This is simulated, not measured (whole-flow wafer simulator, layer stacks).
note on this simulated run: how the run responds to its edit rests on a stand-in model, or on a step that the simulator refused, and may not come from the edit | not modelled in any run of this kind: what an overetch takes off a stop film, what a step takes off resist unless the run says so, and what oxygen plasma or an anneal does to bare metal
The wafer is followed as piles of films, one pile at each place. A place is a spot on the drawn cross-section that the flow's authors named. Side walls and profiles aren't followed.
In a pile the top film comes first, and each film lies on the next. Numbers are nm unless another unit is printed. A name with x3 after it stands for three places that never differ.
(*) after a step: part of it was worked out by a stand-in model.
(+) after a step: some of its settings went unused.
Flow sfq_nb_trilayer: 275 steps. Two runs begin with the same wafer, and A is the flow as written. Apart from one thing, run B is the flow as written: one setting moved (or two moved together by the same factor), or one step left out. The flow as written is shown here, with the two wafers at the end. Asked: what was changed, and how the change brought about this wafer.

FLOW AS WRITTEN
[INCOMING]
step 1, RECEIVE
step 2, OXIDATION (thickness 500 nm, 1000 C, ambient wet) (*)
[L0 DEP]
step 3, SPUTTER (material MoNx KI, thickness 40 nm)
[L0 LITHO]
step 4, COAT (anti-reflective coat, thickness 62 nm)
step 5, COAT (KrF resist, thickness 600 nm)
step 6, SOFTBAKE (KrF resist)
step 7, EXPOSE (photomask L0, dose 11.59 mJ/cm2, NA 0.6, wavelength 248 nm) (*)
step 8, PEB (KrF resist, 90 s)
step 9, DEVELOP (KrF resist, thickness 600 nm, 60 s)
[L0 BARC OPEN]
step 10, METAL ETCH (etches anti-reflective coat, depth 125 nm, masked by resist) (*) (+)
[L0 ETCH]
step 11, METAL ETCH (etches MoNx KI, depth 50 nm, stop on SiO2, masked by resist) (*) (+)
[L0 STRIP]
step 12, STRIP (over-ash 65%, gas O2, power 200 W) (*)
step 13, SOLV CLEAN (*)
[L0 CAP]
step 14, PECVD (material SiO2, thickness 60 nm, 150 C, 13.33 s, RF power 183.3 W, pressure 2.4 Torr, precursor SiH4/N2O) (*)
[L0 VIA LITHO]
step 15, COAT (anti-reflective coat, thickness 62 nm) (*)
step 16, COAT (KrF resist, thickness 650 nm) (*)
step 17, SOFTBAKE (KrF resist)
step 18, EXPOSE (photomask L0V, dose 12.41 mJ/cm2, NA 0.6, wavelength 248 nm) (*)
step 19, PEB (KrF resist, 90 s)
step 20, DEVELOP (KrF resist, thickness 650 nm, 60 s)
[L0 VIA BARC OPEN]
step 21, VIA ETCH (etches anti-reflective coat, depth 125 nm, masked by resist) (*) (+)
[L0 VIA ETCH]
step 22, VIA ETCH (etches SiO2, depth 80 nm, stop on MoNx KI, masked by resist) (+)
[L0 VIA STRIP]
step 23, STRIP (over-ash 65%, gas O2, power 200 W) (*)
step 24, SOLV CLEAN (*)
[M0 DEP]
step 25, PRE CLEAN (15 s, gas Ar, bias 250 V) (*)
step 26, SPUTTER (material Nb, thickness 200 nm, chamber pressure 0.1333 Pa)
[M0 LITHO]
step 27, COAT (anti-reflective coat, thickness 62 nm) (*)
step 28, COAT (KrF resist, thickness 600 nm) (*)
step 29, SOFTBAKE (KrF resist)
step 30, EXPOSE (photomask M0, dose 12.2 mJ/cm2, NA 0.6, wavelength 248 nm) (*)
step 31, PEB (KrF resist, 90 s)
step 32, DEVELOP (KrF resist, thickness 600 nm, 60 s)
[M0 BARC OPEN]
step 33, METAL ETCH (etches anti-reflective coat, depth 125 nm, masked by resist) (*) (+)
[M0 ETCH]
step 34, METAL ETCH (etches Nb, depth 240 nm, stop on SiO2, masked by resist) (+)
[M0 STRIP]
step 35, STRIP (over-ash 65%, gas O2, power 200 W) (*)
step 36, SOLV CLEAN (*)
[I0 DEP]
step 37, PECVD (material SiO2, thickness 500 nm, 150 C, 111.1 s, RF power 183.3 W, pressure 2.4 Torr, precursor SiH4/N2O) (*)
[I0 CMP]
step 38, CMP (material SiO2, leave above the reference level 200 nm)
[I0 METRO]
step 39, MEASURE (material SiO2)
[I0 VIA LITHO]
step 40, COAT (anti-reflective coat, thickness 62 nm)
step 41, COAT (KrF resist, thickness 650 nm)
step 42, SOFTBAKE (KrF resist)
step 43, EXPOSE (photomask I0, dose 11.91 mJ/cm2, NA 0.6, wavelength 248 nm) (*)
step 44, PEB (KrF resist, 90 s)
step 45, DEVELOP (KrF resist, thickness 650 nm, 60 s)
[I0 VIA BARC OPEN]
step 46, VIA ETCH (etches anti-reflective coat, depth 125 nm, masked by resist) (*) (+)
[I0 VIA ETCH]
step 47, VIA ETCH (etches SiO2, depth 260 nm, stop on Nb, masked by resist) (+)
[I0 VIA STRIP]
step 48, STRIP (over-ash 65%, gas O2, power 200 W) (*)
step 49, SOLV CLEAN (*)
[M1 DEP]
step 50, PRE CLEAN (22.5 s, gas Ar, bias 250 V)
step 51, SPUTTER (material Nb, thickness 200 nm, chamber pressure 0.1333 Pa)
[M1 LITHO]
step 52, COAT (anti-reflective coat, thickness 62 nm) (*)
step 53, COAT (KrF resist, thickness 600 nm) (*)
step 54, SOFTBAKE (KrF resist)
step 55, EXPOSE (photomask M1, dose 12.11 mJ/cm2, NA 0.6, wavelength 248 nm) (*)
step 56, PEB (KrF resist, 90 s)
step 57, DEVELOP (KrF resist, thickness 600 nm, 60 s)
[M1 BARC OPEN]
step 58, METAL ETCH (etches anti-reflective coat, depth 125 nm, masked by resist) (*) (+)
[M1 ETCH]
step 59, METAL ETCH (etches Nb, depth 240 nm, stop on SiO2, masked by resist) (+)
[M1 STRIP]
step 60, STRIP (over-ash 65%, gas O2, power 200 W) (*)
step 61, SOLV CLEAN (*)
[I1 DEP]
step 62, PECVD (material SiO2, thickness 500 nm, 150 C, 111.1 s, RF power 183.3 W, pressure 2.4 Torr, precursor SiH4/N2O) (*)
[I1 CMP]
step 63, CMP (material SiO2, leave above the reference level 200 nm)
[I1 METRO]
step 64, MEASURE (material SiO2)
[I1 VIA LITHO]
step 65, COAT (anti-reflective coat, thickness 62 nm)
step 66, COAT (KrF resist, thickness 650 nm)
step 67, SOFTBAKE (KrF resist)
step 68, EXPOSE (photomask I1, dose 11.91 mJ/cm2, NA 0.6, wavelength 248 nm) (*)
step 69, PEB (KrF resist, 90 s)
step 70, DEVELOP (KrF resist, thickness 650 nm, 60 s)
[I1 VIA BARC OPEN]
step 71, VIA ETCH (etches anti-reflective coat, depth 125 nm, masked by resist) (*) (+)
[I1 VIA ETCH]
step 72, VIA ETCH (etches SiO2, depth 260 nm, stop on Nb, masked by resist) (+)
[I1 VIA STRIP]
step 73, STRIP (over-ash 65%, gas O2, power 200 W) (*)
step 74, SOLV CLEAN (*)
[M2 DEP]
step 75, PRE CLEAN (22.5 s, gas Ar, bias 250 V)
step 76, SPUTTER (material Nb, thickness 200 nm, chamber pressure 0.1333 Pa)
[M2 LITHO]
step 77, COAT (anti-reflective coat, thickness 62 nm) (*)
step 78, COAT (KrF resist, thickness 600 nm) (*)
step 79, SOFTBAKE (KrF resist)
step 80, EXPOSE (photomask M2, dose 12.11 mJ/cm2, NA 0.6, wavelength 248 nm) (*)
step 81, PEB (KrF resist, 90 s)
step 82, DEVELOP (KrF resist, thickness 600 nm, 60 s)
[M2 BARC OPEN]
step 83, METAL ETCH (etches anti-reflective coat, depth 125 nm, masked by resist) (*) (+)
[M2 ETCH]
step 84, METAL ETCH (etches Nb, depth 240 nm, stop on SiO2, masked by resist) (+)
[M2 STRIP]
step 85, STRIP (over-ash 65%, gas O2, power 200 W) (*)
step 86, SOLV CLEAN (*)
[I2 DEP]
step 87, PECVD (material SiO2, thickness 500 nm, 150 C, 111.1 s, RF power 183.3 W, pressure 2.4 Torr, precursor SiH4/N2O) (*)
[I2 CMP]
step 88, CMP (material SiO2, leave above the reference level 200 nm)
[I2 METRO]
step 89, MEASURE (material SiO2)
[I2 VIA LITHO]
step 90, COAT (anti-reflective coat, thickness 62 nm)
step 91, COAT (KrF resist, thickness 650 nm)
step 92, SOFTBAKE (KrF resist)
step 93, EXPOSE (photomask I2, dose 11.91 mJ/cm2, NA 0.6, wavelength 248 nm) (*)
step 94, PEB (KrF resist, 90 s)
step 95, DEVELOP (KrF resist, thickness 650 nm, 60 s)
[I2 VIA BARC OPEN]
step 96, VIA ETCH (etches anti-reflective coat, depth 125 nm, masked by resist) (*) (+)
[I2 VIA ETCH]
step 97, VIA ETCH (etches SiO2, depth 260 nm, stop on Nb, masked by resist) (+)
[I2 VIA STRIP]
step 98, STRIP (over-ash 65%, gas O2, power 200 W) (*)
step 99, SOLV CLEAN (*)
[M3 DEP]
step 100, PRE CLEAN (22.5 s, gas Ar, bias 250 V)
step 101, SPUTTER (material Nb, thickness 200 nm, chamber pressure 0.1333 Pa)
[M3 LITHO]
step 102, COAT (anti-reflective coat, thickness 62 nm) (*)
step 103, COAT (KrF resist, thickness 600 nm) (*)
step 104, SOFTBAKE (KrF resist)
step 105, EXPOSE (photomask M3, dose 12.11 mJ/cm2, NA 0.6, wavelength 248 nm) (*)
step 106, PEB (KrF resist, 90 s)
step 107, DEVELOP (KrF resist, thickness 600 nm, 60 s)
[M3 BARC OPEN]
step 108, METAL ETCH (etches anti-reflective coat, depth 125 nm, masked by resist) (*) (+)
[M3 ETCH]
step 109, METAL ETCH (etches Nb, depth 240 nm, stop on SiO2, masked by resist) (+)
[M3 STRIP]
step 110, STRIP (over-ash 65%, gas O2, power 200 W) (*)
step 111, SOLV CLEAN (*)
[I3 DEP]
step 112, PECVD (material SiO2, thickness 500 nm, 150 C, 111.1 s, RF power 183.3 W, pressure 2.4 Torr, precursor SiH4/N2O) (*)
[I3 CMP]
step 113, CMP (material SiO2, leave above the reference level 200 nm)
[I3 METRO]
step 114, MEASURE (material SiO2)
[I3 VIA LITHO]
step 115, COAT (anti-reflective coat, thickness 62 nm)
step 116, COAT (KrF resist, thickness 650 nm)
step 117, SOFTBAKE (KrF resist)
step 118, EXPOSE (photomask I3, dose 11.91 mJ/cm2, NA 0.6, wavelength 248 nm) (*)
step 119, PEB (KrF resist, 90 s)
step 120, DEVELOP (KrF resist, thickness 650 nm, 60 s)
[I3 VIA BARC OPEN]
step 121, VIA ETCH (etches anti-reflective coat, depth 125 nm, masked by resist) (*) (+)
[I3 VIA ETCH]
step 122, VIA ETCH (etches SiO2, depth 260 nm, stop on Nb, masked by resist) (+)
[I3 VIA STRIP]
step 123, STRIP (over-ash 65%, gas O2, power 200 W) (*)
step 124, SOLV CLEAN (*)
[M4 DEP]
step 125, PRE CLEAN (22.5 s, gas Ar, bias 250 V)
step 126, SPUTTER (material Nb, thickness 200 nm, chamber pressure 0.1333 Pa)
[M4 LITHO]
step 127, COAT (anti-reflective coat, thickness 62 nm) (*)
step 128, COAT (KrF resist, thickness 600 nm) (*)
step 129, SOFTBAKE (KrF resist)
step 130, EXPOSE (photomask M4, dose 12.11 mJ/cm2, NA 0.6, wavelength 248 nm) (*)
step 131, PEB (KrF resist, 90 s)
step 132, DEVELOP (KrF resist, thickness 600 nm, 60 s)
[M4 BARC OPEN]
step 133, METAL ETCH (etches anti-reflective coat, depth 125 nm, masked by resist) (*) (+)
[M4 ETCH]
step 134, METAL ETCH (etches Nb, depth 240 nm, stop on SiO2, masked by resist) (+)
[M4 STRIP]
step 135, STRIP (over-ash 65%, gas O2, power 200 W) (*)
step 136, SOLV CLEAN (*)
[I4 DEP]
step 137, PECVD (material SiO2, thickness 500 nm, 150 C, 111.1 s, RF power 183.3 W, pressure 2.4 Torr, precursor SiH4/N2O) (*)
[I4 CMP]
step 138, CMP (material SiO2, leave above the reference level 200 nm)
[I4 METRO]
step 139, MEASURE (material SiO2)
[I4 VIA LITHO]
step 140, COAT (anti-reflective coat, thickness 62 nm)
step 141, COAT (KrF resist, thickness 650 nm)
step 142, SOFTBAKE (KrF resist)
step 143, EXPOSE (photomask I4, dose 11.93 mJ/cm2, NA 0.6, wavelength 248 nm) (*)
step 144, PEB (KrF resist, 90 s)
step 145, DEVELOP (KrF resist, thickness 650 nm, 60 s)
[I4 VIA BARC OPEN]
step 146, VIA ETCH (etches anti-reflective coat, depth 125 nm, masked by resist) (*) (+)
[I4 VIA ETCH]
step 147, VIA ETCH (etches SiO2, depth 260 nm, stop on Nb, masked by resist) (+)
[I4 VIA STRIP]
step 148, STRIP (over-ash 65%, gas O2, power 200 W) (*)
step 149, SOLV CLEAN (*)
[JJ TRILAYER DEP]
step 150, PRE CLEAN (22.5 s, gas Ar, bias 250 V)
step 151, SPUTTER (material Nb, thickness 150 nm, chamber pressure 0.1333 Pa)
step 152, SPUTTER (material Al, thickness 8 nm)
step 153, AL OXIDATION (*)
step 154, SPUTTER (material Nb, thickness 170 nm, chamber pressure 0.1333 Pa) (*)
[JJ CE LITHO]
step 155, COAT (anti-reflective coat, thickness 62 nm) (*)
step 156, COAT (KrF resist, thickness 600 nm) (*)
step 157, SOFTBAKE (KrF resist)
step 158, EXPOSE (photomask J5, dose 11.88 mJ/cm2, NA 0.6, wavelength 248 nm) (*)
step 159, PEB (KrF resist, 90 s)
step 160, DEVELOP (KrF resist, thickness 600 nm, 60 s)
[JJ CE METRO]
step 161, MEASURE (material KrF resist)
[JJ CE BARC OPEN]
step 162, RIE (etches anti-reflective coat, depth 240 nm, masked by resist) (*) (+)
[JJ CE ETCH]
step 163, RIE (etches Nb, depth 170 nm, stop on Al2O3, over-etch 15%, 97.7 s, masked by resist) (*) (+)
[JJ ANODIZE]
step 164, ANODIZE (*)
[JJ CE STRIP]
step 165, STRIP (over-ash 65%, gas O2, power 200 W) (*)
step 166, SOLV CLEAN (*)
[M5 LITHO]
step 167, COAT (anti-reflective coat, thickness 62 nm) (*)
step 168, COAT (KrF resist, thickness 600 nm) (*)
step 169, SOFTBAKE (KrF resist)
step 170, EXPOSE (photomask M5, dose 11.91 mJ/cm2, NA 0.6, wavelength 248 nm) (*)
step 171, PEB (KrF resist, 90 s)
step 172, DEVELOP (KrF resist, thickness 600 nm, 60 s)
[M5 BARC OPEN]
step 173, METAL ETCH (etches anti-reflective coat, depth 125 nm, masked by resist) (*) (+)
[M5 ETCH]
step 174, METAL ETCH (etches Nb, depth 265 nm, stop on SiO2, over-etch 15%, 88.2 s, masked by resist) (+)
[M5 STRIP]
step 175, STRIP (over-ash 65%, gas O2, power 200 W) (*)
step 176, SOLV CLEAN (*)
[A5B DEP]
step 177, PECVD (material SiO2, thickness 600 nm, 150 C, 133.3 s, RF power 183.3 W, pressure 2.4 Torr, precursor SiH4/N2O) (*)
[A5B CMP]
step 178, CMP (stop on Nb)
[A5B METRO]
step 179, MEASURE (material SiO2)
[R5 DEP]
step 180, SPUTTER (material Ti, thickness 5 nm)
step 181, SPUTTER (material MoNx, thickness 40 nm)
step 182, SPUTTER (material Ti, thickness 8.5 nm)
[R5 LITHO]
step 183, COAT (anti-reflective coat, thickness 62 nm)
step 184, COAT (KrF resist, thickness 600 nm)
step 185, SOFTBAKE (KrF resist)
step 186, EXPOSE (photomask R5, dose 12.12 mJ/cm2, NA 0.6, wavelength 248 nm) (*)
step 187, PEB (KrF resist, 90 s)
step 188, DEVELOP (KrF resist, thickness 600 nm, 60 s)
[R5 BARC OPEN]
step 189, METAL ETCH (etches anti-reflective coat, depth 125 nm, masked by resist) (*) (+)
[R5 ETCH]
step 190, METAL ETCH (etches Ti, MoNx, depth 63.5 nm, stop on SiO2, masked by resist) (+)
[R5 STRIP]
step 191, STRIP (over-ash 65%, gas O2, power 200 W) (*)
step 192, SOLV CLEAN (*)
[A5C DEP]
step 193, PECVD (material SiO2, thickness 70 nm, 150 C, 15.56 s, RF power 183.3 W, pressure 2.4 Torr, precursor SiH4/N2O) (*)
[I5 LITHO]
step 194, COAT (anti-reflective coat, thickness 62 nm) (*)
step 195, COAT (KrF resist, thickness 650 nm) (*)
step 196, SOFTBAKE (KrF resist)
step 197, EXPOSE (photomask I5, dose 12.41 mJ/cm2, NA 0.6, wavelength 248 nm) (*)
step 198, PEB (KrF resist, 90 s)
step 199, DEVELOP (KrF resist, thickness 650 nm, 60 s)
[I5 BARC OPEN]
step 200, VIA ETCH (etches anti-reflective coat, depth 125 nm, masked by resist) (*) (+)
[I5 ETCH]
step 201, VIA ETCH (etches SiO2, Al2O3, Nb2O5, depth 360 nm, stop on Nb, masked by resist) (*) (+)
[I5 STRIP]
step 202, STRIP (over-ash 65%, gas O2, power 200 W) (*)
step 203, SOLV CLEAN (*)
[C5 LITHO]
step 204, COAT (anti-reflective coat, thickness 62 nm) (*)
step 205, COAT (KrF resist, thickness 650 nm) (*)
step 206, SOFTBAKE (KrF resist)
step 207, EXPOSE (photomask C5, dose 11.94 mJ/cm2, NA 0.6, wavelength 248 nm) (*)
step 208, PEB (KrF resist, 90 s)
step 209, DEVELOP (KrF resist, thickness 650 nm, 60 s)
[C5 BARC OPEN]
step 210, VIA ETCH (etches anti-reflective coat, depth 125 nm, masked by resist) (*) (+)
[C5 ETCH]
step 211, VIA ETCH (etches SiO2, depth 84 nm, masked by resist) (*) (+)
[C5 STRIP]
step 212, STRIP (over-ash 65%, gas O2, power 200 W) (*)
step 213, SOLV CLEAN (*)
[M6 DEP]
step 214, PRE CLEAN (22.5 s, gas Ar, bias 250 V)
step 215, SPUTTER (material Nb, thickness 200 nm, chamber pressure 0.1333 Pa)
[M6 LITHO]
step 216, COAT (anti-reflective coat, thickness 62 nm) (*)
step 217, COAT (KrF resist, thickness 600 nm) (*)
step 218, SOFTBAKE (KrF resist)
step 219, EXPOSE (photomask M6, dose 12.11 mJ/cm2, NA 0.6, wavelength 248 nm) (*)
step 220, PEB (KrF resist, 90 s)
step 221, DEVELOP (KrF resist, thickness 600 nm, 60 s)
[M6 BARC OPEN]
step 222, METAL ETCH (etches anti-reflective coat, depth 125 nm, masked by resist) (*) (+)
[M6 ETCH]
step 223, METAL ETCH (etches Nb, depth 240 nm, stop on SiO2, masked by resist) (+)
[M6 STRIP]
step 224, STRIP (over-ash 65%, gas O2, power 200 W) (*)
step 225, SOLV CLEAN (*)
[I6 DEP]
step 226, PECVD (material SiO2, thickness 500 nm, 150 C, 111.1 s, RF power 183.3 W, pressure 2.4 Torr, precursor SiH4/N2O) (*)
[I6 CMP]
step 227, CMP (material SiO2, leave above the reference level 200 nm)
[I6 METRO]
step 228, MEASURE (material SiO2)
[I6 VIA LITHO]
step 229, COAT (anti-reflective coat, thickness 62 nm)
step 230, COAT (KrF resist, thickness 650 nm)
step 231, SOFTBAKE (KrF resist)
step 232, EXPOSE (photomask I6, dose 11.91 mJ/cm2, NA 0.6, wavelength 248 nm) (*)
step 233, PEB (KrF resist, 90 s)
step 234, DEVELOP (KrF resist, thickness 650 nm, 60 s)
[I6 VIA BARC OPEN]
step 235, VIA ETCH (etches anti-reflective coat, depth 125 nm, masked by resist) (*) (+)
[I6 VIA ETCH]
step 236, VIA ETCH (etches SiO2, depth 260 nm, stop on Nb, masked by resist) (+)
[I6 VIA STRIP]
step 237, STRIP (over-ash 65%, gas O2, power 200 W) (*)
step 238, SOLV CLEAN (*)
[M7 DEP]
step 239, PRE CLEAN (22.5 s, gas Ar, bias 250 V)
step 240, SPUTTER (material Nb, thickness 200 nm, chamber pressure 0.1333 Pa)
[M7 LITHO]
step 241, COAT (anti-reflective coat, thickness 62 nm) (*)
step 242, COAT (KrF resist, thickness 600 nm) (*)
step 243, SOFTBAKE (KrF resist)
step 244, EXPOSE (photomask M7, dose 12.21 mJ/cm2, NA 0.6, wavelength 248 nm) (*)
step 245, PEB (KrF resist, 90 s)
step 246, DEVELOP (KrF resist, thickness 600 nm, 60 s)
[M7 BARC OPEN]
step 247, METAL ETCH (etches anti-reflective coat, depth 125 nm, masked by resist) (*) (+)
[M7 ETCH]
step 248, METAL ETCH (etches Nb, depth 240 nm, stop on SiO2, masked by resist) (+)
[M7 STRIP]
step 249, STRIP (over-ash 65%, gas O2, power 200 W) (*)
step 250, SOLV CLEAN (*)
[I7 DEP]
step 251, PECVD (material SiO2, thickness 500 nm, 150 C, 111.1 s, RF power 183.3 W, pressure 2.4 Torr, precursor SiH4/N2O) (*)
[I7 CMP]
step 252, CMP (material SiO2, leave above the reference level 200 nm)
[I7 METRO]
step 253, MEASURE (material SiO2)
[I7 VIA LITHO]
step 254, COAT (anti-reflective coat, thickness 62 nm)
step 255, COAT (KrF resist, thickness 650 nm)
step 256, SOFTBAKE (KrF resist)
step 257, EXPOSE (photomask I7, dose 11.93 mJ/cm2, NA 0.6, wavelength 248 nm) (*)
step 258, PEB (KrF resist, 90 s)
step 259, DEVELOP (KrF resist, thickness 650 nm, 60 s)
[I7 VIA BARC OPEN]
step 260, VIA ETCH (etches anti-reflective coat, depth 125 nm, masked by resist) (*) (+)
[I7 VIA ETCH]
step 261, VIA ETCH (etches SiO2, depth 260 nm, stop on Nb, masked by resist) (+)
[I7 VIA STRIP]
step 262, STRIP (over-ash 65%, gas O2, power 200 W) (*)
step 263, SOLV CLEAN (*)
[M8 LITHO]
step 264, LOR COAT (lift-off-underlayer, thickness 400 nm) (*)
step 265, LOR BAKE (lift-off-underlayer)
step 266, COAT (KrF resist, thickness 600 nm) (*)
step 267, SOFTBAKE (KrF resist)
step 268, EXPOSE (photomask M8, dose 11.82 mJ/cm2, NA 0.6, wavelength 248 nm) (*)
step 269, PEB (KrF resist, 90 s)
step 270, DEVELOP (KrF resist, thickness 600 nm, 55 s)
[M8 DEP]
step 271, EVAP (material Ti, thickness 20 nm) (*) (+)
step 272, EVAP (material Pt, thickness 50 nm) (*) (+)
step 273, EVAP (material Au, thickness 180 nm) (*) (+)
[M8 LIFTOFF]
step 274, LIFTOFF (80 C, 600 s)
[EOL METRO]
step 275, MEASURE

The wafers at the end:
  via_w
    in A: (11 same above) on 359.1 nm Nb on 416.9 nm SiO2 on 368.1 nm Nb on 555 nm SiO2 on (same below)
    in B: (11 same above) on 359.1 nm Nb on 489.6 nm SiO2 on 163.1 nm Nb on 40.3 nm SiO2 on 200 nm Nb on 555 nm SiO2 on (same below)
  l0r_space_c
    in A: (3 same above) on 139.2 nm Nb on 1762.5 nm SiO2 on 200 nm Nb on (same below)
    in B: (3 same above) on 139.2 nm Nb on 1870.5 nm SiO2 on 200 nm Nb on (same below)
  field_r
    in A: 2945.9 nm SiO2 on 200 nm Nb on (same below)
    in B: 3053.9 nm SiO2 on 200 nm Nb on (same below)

What caused this: step 38, CMP: leave above the reference level 308 nm was run, whereas the flow has leave above the reference level 200 nm.

Step by step, how the change led to this:
  step 38, CMP (material SiO2, leave above the reference level 200 nm)
      v_sur, via_wl, via_w and 94 more: A -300 SiO2 | B -192 SiO2
      field_l, l0_sur, l0r_line_l, l0r_line_c, l0r_line_r: A -340 SiO2 | B -232 SiO2
      (as well as at 4 more places)
  step 47, VIA ETCH (etches SiO2, depth 260 nm, stop on Nb, masked by resist) (+)
      via_w: A -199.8 SiO2 (all of it) | B -260 SiO2
  step 50, PRE CLEAN (22.5 s, gas Ar, bias 250 V)
      via_w: A -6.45 Nb | B -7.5 SiO2
  step 51, SPUTTER (material Nb, thickness 200 nm, chamber pressure 0.1333 Pa)
      via_w: A +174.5 Nb | B +163.1 Nb (new film)
  step 52, COAT (anti-reflective coat, thickness 62 nm) (*)
      via_w: A +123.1 anti-reflective coat (new film) | B +136.1 anti-reflective coat (new film)
      via_wr: A +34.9 anti-reflective coat (new film) | B +33.2 anti-reflective coat (new film)
  step 53, COAT (KrF resist, thickness 600 nm) (*)
      via_w: A +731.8 KrF resist (new film) | B +781.6 KrF resist (new film)
  step 60, STRIP (over-ash 65%, gas O2, power 200 W) (*)
      via_w: A -513.8 KrF resist (all of it), -123.1 anti-reflective coat (all of it) | B -563.6 KrF resist (all of it), -136.1 anti-reflective coat (all of it)
      via_wr: A -384.4 KrF resist (all of it), -34.9 anti-reflective coat (all of it) | B -378.6 KrF resist (all of it), -33.2 anti-reflective coat (all of it)
  step 62, PECVD (material SiO2, thickness 500 nm, 150 C, 111.1 s, RF power 183.3 W, pressure 2.4 Torr, precursor SiH4/N2O) (*)
      via_w: A +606 SiO2 (new film) | B +678.7 SiO2 (new film)
Taking metal films that touch as one body, via_w has 6 bodies (between them, from the top down: SiO2 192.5; SiO2 427.3 / Al2O3 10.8 / Nb2O5 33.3; SiO2 425.9; SiO2 489.6; SiO2 40.3); the flow as written gives 5 bodies (between them, from the top down: SiO2 192.5; SiO2 427.3 / Al2O3 10.8 / Nb2O5 33.3; SiO2 425.9; SiO2 416.9).
